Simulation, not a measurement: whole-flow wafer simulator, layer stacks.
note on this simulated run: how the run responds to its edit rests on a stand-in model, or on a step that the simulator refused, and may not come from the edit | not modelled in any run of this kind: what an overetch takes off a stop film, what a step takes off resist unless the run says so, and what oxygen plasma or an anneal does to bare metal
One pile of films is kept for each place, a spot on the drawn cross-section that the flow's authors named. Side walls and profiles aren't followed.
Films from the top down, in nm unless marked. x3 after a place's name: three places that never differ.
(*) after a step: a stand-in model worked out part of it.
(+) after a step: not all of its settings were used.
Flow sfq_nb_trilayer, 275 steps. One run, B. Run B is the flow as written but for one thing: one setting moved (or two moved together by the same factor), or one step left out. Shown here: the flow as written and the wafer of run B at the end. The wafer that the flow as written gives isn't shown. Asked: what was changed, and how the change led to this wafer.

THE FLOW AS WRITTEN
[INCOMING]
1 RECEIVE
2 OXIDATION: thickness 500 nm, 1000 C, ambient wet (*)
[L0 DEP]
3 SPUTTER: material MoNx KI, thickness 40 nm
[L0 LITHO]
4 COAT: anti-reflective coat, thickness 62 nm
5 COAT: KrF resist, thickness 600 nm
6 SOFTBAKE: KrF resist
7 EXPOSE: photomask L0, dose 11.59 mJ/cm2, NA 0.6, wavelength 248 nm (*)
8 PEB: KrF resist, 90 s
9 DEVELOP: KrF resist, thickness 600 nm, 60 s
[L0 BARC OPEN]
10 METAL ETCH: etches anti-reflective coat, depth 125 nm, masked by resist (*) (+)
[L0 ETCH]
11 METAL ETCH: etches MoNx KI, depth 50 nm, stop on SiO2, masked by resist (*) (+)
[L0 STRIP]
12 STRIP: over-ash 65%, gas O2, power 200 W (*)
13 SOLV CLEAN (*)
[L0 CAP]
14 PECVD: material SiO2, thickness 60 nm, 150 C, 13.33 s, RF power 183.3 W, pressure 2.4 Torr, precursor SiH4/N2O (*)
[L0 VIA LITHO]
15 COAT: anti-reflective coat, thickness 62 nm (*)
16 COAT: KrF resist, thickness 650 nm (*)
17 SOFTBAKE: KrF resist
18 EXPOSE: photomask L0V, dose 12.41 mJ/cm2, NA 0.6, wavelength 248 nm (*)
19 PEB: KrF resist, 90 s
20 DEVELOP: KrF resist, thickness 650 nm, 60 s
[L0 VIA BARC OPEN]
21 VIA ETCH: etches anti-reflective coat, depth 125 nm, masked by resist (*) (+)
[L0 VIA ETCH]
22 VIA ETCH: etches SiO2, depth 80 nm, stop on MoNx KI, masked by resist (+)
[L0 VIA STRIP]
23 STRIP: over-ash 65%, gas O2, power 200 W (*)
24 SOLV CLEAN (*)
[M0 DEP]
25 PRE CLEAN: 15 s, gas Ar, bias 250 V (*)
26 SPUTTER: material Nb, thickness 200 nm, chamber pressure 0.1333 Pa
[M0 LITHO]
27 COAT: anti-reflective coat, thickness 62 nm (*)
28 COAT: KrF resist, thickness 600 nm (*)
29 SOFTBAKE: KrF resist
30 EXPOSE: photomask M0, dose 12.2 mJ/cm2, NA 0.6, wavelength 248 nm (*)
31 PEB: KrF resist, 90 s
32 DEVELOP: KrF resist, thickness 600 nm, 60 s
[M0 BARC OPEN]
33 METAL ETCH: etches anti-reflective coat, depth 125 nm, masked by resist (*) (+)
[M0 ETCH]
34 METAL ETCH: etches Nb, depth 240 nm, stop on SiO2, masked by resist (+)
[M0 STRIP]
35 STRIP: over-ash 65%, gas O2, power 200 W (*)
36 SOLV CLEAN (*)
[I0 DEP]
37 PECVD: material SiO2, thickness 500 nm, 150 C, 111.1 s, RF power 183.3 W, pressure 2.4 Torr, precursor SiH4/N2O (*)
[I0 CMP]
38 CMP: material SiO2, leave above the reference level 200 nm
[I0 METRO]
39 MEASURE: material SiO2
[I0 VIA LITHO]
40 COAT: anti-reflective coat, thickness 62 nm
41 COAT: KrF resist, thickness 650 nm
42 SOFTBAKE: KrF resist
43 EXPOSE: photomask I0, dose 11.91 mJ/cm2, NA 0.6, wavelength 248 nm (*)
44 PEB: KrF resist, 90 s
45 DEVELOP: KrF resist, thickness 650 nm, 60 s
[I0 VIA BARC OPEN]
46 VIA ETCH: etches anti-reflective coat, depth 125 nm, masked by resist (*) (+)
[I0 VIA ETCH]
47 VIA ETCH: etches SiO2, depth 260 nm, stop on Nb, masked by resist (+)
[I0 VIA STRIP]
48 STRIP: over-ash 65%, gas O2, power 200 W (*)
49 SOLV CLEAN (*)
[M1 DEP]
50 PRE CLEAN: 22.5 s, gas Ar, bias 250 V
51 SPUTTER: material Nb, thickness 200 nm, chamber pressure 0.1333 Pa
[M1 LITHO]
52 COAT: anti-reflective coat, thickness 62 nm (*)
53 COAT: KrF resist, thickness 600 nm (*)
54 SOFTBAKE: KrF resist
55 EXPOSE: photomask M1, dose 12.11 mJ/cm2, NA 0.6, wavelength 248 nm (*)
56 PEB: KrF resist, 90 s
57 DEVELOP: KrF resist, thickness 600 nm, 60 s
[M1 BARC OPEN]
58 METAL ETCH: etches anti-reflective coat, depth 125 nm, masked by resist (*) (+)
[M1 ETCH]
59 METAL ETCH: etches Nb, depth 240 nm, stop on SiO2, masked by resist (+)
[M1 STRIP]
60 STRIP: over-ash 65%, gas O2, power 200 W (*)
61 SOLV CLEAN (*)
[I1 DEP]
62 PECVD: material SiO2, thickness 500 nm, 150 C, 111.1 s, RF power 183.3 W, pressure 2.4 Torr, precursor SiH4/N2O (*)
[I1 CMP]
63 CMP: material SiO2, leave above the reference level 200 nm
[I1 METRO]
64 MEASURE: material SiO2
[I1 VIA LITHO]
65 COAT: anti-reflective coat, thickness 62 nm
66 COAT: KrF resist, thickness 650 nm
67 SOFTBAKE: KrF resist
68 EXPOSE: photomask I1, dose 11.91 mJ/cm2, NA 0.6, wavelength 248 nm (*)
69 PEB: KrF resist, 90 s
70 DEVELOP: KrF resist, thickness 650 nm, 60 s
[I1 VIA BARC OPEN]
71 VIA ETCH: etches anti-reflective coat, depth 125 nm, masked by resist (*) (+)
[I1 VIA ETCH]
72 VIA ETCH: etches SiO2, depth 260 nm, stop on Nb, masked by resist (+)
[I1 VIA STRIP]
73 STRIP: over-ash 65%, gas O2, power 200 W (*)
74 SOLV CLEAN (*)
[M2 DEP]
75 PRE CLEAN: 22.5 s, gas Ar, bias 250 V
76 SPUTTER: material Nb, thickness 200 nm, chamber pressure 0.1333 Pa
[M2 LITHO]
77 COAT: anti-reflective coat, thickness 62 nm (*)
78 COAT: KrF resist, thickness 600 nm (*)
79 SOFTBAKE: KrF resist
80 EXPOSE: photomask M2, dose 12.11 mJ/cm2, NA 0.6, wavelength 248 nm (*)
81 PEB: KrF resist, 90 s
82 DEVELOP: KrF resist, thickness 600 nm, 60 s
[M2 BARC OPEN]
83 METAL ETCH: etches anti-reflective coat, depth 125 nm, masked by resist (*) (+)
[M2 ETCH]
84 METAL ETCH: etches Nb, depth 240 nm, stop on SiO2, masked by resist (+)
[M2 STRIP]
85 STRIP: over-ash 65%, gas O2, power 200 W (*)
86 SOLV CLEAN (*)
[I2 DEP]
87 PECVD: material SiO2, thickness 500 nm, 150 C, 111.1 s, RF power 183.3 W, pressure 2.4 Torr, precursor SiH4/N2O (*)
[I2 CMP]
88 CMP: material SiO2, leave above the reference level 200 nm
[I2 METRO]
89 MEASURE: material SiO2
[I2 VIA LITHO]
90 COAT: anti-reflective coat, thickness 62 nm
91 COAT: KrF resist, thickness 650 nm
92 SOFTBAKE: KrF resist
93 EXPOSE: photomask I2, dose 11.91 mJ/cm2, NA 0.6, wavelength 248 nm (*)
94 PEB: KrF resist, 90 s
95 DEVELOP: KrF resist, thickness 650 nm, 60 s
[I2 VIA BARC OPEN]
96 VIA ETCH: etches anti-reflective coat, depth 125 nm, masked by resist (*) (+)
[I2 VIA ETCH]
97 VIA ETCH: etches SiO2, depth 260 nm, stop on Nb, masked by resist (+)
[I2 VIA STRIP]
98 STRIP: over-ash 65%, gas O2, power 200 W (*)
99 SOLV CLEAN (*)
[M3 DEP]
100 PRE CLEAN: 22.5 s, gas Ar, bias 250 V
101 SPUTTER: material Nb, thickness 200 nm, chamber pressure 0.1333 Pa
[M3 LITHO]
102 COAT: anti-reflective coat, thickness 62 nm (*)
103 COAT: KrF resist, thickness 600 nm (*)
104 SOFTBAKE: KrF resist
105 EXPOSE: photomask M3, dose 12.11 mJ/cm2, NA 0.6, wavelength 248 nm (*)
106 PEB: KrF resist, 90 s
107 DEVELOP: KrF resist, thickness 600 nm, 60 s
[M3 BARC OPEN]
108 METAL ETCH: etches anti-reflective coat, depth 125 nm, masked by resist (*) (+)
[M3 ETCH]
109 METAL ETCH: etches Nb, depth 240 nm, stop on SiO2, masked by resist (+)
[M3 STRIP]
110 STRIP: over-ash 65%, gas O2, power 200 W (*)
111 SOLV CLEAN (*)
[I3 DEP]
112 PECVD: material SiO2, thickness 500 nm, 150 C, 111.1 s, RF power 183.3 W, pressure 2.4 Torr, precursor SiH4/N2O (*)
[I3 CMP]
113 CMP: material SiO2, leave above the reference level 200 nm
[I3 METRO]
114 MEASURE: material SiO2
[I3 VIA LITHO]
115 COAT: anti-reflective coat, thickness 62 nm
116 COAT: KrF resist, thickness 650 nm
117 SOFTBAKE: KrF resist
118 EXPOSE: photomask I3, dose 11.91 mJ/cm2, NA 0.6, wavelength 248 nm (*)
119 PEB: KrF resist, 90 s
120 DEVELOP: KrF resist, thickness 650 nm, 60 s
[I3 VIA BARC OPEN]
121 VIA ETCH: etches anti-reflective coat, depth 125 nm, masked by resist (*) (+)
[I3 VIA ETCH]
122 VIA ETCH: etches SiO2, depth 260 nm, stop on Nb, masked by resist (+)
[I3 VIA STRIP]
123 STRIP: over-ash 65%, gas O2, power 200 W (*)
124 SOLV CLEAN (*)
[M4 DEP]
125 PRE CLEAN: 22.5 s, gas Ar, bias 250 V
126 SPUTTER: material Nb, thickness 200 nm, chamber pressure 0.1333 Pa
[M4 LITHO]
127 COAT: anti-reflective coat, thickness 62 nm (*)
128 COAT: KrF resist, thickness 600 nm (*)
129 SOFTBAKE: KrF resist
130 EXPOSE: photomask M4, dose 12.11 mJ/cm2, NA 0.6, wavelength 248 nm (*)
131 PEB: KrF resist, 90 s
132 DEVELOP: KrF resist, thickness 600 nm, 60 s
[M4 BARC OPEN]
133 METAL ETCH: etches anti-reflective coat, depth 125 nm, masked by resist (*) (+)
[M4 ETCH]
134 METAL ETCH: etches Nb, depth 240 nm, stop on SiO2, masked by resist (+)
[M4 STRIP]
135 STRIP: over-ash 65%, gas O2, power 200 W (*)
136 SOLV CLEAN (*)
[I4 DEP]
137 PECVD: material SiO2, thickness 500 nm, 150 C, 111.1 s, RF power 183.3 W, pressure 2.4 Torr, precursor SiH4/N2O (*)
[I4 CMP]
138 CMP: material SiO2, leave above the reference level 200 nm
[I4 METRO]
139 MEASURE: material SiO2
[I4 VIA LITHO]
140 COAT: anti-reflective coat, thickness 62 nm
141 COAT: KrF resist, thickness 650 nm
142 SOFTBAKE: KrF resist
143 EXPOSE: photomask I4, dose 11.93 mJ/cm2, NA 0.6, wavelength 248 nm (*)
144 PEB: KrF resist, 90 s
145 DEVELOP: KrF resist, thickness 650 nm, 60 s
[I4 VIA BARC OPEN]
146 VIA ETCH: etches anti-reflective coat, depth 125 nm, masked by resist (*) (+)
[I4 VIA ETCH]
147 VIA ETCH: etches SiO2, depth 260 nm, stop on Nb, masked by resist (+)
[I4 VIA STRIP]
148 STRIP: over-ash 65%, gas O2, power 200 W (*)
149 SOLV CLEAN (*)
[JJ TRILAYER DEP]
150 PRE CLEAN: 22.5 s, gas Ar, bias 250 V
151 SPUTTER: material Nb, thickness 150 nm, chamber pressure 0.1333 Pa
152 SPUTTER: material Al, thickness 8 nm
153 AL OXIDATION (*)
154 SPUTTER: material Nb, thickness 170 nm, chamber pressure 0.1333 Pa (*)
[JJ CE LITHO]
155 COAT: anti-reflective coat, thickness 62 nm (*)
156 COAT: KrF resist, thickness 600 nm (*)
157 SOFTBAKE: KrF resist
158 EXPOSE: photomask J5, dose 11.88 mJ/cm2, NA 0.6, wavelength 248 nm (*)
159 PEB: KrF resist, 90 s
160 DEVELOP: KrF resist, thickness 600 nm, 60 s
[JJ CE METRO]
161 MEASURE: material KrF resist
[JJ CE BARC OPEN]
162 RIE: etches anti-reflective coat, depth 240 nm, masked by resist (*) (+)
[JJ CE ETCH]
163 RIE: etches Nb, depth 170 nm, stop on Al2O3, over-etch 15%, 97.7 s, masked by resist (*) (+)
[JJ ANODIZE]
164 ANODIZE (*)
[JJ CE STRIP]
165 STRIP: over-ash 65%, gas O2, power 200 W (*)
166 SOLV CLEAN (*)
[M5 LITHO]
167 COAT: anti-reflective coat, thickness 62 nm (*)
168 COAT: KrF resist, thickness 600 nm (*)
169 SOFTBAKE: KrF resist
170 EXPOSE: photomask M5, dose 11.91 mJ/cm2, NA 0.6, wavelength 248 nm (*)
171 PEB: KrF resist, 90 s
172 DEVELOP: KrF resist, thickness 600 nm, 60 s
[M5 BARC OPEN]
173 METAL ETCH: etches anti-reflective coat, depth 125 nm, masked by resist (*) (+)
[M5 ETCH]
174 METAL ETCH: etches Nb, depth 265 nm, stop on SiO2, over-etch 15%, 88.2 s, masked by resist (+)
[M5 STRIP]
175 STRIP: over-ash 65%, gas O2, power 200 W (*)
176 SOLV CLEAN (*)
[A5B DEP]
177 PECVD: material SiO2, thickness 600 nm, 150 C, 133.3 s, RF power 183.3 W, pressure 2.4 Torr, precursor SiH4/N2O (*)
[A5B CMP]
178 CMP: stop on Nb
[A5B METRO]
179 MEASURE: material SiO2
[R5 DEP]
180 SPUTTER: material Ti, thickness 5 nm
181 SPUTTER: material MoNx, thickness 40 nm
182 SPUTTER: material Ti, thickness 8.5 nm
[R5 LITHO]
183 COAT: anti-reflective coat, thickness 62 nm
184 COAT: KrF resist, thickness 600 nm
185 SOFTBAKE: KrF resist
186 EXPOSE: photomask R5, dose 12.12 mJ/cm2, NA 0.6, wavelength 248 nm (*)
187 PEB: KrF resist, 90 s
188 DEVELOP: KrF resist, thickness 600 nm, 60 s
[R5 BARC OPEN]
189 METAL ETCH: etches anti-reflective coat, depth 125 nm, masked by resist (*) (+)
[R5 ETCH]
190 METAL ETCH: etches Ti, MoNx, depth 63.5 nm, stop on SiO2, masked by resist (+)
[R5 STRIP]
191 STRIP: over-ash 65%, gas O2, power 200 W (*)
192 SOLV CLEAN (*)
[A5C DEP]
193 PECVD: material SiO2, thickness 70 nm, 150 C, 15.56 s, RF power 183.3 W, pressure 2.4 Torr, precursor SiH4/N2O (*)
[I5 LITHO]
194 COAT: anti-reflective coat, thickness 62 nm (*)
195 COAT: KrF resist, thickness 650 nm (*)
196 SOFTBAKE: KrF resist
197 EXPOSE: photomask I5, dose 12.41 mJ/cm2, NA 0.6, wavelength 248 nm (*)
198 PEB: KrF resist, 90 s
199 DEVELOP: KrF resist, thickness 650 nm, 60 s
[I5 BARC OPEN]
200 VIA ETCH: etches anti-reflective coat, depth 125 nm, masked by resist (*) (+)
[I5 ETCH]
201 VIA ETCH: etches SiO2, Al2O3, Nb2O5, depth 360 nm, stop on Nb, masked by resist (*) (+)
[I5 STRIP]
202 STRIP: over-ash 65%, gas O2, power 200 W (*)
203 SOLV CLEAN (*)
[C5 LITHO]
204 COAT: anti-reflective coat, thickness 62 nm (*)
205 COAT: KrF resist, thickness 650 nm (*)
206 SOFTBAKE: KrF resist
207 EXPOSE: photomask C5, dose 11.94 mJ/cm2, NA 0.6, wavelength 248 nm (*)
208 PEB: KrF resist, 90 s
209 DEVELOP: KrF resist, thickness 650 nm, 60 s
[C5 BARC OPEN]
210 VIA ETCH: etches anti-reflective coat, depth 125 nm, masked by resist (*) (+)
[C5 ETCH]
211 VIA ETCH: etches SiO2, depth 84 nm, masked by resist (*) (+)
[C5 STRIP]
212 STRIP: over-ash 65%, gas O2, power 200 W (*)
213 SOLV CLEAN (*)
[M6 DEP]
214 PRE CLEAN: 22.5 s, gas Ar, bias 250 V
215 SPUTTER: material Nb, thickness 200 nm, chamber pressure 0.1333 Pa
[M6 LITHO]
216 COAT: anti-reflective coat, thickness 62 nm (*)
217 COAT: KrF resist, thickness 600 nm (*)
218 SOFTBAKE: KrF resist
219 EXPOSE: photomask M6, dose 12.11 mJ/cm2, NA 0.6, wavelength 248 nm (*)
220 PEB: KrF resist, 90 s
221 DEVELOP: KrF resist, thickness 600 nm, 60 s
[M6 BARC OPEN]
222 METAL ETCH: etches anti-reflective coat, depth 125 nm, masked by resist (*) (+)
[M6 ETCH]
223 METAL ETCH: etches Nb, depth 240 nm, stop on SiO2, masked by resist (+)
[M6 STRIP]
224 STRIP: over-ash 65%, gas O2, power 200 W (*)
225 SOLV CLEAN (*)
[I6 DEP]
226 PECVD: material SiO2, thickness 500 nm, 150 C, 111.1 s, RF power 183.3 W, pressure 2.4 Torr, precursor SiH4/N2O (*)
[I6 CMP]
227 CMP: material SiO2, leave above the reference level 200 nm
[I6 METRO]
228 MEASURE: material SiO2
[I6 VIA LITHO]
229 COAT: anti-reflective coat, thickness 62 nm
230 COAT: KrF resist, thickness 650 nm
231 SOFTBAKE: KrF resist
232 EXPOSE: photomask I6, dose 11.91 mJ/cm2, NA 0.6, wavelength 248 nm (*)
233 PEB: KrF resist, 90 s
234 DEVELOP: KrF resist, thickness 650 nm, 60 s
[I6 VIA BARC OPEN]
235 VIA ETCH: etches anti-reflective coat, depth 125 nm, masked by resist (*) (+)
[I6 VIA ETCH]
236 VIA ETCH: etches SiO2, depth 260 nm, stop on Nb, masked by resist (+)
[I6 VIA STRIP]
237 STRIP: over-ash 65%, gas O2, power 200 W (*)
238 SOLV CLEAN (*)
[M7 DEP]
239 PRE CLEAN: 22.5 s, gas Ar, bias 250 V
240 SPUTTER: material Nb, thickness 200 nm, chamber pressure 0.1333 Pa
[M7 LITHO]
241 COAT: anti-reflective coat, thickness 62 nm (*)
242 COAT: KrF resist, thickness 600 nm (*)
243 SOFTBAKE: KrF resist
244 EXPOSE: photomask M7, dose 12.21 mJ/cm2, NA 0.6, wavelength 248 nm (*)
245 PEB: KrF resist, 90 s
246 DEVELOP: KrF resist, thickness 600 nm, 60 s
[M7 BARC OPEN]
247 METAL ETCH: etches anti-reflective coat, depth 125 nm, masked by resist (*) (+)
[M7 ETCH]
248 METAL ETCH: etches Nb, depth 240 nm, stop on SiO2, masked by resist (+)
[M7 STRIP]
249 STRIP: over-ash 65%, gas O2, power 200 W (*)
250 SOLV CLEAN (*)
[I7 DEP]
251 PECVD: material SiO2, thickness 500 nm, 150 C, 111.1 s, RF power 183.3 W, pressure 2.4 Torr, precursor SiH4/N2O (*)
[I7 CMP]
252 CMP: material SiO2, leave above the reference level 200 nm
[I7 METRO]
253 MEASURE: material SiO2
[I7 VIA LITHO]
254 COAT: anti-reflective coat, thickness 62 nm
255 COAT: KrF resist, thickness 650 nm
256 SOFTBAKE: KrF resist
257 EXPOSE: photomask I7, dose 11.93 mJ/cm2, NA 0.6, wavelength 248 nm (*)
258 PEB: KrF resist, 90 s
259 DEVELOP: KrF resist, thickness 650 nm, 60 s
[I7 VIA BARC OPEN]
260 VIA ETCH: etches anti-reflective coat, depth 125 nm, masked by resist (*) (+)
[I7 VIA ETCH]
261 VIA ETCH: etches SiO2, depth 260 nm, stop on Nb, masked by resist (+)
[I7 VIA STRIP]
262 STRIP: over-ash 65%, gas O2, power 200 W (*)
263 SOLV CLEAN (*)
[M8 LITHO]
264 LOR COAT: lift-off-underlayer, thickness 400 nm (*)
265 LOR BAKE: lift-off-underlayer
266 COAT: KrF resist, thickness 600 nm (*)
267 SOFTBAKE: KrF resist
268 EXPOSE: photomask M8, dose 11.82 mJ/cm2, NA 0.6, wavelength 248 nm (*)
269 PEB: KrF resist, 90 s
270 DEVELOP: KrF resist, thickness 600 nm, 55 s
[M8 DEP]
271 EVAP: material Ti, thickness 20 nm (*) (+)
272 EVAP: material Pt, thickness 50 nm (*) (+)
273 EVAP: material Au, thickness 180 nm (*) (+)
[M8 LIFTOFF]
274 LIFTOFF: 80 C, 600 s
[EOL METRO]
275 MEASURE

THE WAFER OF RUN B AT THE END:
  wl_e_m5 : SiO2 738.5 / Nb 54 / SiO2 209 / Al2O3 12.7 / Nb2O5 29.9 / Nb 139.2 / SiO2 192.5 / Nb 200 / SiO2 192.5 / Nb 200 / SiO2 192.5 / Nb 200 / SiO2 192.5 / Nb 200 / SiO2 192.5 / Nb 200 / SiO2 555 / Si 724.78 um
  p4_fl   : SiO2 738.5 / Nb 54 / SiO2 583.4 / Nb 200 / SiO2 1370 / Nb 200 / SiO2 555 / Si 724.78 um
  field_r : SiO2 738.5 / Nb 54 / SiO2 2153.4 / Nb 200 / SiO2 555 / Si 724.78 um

The cause: step 223, METAL ETCH: depth 146 nm was run, where the flow has depth 240 nm.

How the change led to this, step by step:
  223 METAL ETCH: etches Nb, depth 240 nm, stop on SiO2, masked by resist (+)
      field_l, gap, moat and 76 more: Nb -146 (as written it would be: Nb -200 (all of it))
      v_sur, via_wl, via_w and 24 more: KrF resist -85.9 (as written it would be: KrF resist -141.2)
  224 STRIP: over-ash 65%, gas O2, power 200 W (*)
      wl_j_sl, wl_j_sr: KrF resist -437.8 (all of it), anti-reflective coat -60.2 (all of it) (as written it would be: KrF resist -382.5 (all of it), anti-reflective coat -60.2 (all of it))
      wl_c_m6, wl_f_m6: KrF resist -437.6 (all of it), anti-reflective coat -62 (all of it) (as written it would be: KrF resist -382.3 (all of it), anti-reflective coat -62 (all of it))
      (and at 23 more places)
  226 PECVD: material SiO2, thickness 500 nm, 150 C, 111.1 s, RF power 183.3 W, pressure 2.4 Torr, precursor SiH4/N2O (*)
      field_l, p4_fl, p4_fm and 62 more: SiO2 +500 (new film) (as written it would be: SiO2 +500)
      moat, field_r, lsp_l, ln_m5, lsp_m: SiO2 +500 (new film) (as written it would be: SiO2 +493.6)
      (and at 9 more places)
  227 CMP: material SiO2, leave above the reference level 200 nm
      field_l, p4_fl, p4_fm and 59 more: SiO2 -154 (as written it would be: SiO2 -100)
      moat, field_r, lsp_l, ln_m5, lsp_m: SiO2 -154 (as written it would be: SiO2 -93.6)
      (and at 8 more places)
Counting metal films that touch as one body, wl_e_m5 has 7 bodies (between them, from the top down: SiO2 209 / Al2O3 12.7 / Nb2O5 29.9; SiO2 192.5; SiO2 192.5; SiO2 192.5; SiO2 192.5; SiO2 192.5); the flow as written gives 6 bodies (between them, from the top down: SiO2 192.5; SiO2 192.5; SiO2 192.5; SiO2 192.5; SiO2 192.5).
Counting metal films that touch as one body, p4_fl has 3 bodies (between them, from the top down: SiO2 583.4; SiO2 1370); the flow as written gives 2 bodies (between them, from the top down: SiO2 1370).
Counting metal films that touch as one body, field_r has 2 bodies (between them, from the top down: SiO2 2153.4); the flow as written gives 1 body.
